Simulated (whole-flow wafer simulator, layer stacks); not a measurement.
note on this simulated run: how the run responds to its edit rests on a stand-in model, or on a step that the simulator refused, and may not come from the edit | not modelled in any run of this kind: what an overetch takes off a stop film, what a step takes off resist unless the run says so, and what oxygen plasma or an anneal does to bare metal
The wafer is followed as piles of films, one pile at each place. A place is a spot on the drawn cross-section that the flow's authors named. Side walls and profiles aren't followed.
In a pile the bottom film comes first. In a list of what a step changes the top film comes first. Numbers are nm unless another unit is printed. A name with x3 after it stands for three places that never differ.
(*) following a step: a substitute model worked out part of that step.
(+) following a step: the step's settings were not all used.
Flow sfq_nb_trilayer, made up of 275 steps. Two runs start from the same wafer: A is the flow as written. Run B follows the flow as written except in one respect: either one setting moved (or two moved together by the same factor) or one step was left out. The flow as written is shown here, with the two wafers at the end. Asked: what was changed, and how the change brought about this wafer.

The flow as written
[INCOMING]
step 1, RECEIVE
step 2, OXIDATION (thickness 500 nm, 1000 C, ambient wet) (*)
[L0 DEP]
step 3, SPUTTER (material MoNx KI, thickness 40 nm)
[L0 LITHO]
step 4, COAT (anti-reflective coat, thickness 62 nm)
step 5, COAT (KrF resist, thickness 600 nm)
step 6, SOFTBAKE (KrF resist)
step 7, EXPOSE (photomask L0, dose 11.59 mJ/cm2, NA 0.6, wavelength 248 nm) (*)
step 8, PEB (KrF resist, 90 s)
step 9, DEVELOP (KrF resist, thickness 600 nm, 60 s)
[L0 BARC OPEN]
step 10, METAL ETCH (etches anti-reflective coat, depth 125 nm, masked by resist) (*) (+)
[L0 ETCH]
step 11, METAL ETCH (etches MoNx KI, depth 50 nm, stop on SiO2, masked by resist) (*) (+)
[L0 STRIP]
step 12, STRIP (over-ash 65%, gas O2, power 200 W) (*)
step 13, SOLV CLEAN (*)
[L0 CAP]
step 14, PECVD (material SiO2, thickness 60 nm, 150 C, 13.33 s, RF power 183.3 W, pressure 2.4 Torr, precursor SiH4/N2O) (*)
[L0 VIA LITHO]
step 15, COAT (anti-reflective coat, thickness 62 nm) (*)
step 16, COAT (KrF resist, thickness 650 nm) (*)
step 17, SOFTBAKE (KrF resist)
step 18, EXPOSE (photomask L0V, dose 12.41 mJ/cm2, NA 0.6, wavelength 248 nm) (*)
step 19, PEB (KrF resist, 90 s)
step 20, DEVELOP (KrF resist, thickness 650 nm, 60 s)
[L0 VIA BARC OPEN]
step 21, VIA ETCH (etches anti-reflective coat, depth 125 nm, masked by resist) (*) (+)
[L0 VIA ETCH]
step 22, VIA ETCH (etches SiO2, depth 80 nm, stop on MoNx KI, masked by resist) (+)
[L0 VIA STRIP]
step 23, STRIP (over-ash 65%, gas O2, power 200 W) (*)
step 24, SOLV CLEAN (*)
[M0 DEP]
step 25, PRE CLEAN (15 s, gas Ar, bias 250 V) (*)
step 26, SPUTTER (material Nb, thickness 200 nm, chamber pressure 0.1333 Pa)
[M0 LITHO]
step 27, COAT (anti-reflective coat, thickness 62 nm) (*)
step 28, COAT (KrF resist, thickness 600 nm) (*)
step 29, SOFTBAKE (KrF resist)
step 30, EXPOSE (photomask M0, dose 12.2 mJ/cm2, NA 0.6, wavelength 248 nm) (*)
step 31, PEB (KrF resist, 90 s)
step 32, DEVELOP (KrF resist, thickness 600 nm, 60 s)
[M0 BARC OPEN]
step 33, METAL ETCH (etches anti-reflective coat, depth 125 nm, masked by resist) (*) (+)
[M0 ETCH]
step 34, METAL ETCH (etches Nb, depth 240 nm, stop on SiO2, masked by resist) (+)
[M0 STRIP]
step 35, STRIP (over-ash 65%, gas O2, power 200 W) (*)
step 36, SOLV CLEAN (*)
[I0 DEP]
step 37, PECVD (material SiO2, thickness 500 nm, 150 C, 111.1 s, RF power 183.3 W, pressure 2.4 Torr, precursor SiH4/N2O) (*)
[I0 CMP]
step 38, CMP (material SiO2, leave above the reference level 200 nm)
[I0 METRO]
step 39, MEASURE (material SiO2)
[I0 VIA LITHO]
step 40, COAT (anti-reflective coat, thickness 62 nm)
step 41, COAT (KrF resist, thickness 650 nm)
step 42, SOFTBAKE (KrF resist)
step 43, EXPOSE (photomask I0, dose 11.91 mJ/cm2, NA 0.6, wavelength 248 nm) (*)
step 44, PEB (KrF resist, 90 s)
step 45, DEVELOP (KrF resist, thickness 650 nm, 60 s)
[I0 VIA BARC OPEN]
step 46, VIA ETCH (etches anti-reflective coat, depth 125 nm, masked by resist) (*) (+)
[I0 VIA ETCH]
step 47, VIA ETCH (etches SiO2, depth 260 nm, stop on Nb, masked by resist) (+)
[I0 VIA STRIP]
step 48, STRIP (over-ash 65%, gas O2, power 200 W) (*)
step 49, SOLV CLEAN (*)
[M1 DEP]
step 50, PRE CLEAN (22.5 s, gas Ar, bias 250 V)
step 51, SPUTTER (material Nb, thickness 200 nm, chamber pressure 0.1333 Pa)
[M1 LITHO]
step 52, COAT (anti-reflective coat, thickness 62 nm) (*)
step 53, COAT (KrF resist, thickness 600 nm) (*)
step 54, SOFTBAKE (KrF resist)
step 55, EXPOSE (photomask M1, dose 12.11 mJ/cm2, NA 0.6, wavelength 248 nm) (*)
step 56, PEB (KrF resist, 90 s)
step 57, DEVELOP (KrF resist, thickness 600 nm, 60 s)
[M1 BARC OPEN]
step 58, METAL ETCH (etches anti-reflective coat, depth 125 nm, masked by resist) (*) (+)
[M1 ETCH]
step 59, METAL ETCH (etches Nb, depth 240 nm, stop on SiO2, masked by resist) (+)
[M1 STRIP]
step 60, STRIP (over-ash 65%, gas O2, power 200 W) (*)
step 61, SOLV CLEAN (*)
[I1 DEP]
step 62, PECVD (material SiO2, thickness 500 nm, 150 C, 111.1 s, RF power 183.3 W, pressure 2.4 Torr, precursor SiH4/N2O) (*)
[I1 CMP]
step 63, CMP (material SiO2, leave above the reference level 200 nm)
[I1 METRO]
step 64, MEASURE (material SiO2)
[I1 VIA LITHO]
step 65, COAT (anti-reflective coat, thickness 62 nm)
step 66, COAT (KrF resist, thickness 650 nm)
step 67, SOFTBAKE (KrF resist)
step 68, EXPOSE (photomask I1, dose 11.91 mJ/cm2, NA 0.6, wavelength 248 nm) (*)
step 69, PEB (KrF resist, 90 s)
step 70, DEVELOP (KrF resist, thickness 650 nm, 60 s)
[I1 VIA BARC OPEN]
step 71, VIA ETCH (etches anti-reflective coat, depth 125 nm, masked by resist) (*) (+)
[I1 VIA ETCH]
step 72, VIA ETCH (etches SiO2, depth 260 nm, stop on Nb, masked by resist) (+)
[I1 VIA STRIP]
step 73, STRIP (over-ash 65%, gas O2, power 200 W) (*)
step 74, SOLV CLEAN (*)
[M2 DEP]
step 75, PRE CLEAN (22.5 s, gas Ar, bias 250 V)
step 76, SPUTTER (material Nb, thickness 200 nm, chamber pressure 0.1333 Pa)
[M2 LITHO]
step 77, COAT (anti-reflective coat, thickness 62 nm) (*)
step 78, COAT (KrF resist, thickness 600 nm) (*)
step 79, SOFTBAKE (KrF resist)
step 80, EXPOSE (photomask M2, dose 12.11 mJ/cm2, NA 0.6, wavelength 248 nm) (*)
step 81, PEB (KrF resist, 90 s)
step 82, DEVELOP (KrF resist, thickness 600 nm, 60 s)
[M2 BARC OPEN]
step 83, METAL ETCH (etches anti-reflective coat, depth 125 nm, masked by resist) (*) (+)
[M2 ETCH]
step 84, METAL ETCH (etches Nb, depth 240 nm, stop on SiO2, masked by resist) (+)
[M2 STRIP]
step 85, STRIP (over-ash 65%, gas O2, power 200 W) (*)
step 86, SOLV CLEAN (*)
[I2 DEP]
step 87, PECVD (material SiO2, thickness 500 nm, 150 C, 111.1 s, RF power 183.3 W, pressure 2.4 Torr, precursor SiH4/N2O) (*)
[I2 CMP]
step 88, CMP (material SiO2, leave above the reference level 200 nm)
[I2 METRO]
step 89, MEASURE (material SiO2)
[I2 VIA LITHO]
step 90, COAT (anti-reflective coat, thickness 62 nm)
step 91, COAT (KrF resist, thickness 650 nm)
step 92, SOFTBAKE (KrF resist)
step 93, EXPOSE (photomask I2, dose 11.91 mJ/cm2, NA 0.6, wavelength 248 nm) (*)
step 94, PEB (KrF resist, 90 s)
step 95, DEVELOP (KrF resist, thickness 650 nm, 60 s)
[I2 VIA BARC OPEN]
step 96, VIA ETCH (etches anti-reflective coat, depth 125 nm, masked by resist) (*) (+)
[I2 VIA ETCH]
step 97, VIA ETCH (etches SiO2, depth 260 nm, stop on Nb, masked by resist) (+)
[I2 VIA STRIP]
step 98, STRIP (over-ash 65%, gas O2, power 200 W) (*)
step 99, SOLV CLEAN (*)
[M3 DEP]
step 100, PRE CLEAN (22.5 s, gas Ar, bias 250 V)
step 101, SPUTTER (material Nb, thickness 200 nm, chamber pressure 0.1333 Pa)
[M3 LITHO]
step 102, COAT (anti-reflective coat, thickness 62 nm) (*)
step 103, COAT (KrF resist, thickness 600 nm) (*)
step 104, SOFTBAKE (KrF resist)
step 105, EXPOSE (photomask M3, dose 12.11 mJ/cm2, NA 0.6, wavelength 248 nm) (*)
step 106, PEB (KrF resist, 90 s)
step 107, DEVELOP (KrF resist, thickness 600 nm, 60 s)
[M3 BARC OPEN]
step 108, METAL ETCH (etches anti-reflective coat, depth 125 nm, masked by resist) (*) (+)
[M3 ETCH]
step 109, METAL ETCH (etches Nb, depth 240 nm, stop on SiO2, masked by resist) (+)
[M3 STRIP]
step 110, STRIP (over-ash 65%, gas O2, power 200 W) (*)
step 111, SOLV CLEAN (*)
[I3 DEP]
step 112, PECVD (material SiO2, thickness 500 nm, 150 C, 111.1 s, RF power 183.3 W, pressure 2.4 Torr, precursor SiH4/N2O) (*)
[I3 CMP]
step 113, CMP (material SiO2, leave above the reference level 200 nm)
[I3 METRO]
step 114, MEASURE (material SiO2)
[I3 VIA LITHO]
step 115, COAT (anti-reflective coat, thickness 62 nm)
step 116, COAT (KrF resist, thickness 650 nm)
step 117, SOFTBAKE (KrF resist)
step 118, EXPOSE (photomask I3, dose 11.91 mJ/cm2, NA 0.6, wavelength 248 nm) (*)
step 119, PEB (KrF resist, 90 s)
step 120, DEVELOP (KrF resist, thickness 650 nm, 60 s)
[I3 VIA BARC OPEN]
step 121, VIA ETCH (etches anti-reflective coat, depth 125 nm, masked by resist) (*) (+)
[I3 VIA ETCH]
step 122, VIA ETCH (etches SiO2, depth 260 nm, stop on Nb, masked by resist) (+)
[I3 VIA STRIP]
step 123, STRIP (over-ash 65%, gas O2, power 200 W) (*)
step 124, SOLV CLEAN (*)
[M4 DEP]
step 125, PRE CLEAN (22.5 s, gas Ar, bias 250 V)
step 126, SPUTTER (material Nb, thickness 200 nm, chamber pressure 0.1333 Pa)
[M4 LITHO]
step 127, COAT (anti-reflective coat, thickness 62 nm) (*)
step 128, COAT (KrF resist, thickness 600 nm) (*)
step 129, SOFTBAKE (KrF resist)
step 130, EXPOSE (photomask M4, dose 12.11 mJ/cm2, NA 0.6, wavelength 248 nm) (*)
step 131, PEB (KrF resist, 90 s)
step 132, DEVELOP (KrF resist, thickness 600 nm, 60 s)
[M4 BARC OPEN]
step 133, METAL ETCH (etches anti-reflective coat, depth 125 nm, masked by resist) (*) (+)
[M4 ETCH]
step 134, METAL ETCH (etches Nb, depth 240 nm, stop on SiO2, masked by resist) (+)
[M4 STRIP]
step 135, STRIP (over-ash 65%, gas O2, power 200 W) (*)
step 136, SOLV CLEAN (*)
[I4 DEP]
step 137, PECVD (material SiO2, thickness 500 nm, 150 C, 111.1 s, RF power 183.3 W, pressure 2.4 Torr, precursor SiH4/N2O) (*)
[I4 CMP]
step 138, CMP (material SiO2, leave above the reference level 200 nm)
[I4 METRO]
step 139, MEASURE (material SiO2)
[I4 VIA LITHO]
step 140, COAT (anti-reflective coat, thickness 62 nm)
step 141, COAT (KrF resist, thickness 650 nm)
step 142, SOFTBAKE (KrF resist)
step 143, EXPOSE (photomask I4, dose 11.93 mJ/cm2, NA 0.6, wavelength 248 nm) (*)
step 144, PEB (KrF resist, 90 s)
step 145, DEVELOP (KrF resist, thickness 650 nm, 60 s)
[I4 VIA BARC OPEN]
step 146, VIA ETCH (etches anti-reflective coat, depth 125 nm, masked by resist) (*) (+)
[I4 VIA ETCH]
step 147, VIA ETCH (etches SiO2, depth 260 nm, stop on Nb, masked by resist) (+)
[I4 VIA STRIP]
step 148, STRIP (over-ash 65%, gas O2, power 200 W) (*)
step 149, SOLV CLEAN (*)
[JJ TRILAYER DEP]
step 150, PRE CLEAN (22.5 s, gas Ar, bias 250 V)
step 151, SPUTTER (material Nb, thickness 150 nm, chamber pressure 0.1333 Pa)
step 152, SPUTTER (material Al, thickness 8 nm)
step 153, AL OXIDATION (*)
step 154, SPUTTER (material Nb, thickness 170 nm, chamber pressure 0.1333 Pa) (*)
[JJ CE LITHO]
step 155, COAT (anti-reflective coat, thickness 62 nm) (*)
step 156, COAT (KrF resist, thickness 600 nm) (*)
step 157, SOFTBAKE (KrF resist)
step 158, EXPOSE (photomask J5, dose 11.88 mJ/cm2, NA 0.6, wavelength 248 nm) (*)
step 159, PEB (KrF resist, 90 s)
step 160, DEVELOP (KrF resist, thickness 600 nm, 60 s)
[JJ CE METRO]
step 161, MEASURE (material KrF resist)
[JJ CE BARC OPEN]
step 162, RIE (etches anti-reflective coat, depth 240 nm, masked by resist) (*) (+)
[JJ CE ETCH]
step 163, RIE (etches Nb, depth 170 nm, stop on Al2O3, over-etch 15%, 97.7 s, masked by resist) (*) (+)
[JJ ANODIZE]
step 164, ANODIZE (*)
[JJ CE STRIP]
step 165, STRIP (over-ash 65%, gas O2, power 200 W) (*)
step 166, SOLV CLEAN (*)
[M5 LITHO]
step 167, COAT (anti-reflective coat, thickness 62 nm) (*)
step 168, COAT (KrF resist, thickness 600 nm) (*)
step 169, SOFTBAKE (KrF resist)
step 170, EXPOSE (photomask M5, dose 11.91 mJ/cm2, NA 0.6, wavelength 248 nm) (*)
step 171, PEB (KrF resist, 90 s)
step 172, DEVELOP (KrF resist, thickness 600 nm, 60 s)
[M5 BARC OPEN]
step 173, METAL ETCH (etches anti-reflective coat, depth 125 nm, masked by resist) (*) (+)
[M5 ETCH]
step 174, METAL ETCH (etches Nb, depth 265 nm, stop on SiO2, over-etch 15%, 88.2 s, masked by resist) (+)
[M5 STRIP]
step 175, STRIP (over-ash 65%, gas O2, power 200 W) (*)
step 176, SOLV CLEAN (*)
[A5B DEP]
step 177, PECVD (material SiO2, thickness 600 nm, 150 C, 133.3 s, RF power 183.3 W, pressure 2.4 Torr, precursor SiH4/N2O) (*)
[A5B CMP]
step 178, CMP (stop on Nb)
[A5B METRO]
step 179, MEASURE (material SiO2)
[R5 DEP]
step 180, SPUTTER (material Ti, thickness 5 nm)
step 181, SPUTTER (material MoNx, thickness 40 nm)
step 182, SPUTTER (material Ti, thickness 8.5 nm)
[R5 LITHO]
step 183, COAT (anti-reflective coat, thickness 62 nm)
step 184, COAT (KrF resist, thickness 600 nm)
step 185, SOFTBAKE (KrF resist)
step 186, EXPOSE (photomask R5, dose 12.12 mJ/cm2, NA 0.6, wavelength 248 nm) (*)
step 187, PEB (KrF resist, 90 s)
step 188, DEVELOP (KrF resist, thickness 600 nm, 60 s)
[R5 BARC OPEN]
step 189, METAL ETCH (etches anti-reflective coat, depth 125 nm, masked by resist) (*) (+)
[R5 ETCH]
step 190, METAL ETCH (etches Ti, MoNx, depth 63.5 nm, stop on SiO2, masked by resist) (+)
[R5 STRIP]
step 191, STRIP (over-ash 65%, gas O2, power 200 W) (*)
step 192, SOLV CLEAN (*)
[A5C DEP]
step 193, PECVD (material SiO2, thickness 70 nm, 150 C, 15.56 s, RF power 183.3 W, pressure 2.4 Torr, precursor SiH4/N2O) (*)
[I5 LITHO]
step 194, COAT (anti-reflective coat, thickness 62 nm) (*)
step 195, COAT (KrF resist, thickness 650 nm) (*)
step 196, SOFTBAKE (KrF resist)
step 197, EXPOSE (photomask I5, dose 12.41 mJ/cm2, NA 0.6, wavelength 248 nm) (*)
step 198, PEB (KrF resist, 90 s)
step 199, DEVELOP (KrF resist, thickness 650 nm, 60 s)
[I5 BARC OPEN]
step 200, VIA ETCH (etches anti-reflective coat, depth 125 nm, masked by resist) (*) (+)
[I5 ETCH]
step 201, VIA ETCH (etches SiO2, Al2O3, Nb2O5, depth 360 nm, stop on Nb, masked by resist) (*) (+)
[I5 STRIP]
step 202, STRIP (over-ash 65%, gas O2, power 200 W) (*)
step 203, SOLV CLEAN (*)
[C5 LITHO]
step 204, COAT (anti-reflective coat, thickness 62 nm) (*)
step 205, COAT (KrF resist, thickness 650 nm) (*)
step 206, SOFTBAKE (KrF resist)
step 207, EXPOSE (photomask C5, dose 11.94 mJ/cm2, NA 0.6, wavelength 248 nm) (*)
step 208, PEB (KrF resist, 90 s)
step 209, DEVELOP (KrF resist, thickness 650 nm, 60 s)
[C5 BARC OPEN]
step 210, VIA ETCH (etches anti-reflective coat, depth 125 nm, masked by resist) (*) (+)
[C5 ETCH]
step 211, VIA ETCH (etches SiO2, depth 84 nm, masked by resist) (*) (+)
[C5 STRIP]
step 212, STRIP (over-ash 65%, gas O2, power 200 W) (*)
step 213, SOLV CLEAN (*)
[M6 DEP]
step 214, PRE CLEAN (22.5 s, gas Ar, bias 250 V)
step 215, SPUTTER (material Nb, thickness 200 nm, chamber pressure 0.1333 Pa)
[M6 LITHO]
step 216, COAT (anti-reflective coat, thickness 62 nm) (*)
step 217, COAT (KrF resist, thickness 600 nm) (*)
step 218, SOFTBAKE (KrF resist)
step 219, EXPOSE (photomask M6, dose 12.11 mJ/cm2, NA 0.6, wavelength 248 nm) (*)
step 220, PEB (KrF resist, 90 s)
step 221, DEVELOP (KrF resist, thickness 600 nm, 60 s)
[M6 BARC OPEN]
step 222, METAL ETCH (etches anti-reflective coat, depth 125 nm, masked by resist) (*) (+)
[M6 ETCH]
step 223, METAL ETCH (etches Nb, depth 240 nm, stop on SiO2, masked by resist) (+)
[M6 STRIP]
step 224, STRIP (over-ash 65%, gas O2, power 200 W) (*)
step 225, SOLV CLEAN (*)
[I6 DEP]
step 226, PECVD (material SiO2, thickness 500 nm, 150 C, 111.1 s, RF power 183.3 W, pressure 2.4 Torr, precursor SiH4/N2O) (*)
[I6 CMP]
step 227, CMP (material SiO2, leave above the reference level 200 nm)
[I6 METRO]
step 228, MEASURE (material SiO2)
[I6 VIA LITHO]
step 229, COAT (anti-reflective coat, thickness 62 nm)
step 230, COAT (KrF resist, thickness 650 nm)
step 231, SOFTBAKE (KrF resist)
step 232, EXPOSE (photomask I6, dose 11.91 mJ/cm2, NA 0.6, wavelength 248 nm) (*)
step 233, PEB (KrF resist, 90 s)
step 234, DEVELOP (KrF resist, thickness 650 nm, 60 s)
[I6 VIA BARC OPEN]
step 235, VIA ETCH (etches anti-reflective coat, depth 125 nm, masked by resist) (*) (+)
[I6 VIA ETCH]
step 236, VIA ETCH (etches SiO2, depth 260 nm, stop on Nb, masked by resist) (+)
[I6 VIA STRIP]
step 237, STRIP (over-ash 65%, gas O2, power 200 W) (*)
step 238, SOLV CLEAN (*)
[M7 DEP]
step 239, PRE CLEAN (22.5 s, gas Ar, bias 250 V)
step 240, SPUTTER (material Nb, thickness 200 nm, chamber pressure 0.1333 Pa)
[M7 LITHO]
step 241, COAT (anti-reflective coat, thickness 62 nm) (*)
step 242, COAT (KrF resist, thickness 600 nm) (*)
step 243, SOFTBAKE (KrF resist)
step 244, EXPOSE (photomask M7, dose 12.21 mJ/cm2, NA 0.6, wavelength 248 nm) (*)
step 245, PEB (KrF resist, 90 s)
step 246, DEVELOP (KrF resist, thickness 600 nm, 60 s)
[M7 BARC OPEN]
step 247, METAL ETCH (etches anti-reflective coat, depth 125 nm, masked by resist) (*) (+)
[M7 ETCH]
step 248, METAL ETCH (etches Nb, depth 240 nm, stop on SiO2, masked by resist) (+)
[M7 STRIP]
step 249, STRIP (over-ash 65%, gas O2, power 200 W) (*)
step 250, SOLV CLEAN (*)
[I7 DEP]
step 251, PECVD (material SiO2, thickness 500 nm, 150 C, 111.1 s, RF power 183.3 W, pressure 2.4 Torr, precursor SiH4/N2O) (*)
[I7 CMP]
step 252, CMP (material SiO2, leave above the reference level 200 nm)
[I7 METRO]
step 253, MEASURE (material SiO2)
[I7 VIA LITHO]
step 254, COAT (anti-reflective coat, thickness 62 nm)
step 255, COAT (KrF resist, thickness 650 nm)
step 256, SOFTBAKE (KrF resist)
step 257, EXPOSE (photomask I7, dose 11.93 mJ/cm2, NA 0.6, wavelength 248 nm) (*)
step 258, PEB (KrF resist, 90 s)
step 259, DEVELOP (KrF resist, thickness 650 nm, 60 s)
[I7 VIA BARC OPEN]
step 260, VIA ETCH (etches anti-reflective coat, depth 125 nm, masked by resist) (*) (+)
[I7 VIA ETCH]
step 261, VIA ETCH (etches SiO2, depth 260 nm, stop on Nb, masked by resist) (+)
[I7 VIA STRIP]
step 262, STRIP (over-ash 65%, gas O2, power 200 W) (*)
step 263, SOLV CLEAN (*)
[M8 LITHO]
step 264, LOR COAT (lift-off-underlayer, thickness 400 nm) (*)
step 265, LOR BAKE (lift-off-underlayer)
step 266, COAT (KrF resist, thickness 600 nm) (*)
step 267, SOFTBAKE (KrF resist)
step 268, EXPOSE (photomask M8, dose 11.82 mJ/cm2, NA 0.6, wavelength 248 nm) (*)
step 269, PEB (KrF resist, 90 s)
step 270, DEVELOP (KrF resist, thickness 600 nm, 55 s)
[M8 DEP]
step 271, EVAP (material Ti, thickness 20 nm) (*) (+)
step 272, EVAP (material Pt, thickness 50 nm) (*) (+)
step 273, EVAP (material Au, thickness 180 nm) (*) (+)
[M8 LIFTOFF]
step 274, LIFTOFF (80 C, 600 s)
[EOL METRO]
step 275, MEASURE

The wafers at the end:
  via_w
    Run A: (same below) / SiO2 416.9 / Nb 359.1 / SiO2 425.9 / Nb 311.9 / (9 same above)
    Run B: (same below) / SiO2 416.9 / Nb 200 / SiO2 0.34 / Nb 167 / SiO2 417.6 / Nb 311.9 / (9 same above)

What caused this: step 97, VIA ETCH: depth 192 nm was run, whereas the flow has depth 260 nm.

The path from the change to this, step by step:
  step 97, VIA ETCH (etches SiO2, depth 260 nm, stop on Nb, masked by resist) (+)
      via_w: A -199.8 SiO2 (all of it) | B -192 SiO2
      field_l, v_sur, via_wl and 102 more: A -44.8 KrF resist | B -33.1 KrF resist
  step 98, STRIP (over-ash 65%, gas O2, power 200 W) (*)
      field_l, v_sur, via_wl and 102 more: A -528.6 KrF resist (all of it), -62 anti-reflective coat (all of it) | B -540.3 KrF resist (all of it), -62 anti-reflective coat (all of it)
  step 100, PRE CLEAN (22.5 s, gas Ar, bias 250 V)
      via_w: A -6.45 Nb | B -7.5 SiO2
  step 101, SPUTTER (material Nb, thickness 200 nm, chamber pressure 0.1333 Pa)
      via_w: A +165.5 Nb | B +167 Nb (new film)
  step 102, COAT (anti-reflective coat, thickness 62 nm) (*)
      via_wl, via_wr: A +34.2 anti-reflective coat (new film) | B +25.5 anti-reflective coat (new film)
      v_sur: A +61.1 anti-reflective coat (new film) | B +58.2 anti-reflective coat (new film)
      (as well as at 2 more places)
  step 110, STRIP (over-ash 65%, gas O2, power 200 W) (*)
      v_sur: A -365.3 KrF resist (all of it), -61.1 anti-reflective coat (all of it) | B -366.5 KrF resist (all of it), -58.2 anti-reflective coat (all of it)
      via_wl: A -384.2 KrF resist (all of it), -34.2 anti-reflective coat (all of it) | B -390.8 KrF resist (all of it), -25.5 anti-reflective coat (all of it)
      (as well as at 3 more places)
  step 112, PECVD (material SiO2, thickness 500 nm, 150 C, 111.1 s, RF power 183.3 W, pressure 2.4 Torr, precursor SiH4/N2O) (*)
      via_w: A +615 SiO2 (new film) | B +582.2 SiO2 (new film)
  step 113, CMP (material SiO2, leave above the reference level 200 nm)
      via_w: A -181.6 SiO2 | B -157.1 SiO2
If metal films that touch count as one body, via_w has 6 bodies (between them, from the top down: SiO2 192.5; SiO2 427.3 / Al2O3 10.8 / Nb2O5 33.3; SiO2 417.6; SiO2 0.34; SiO2 416.9); the flow as written gives 5 bodies (between them, from the top down: SiO2 192.5; SiO2 427.3 / Al2O3 10.8 / Nb2O5 33.3; SiO2 425.9; SiO2 416.9).
